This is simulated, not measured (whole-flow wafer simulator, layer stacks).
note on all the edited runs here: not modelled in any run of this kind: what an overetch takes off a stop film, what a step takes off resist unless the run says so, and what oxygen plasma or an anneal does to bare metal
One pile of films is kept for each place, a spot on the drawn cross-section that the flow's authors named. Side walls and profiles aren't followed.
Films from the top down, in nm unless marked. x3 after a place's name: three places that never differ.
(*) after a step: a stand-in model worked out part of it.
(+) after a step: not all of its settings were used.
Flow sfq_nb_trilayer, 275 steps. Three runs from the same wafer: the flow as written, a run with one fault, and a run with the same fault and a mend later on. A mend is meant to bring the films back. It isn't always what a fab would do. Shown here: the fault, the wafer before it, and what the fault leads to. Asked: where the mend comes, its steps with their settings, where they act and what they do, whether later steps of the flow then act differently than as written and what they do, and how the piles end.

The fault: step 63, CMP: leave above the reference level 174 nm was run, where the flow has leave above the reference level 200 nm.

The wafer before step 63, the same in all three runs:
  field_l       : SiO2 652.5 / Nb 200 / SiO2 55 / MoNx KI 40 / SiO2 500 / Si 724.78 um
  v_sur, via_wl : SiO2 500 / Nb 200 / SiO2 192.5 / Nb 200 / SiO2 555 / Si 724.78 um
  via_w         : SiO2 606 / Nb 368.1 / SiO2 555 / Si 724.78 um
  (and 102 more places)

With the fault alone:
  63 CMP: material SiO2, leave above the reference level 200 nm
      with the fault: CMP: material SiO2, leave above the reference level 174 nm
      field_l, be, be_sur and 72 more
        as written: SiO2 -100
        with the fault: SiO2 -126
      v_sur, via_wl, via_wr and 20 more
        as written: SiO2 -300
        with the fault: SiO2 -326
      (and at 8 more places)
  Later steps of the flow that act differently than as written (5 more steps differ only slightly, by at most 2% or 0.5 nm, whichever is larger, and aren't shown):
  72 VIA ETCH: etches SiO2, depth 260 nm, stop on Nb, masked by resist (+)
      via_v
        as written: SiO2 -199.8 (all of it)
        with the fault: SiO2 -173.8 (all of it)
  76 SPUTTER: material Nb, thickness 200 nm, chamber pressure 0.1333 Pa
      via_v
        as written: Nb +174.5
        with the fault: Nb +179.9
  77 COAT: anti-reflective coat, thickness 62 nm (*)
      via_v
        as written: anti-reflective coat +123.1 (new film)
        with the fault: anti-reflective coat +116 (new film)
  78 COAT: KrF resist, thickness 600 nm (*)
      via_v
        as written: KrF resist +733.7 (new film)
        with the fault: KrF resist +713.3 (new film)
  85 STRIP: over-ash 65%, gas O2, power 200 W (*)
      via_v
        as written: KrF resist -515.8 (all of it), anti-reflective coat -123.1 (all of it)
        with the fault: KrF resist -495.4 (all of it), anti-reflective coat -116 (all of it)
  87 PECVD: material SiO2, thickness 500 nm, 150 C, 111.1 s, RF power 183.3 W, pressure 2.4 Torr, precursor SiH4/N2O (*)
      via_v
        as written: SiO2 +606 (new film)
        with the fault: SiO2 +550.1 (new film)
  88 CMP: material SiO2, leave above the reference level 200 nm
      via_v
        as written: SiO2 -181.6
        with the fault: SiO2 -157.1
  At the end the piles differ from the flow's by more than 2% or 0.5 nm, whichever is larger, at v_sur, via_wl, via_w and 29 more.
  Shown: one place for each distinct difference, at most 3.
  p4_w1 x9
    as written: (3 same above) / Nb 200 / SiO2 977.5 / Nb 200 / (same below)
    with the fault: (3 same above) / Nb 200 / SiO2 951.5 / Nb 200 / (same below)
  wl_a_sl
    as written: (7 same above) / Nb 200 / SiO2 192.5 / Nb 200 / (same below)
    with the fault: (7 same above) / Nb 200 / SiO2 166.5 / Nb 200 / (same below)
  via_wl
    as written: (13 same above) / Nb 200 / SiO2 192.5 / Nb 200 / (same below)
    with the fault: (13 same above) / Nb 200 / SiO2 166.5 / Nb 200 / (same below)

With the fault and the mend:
  The mend comes after step 64.
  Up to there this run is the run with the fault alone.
  64a PECVD: material SiO2, thickness 26 nm, 150 C, 5.778 s, RF power 183.3 W, pressure 2.4 Torr, precursor SiH4/N2O (the flow's step 62 once more, with other settings)
      field_l, v_sur, via_wl and 103 more
        SiO2 +26
  No later step of the flow acts differently than as written, at any place that is followed, by more than 2% or 0.5 nm, whichever is larger.
  At the end the piles differ from the flow's only slightly at the places that both follow, by at most 2% or 0.5 nm, whichever is larger.
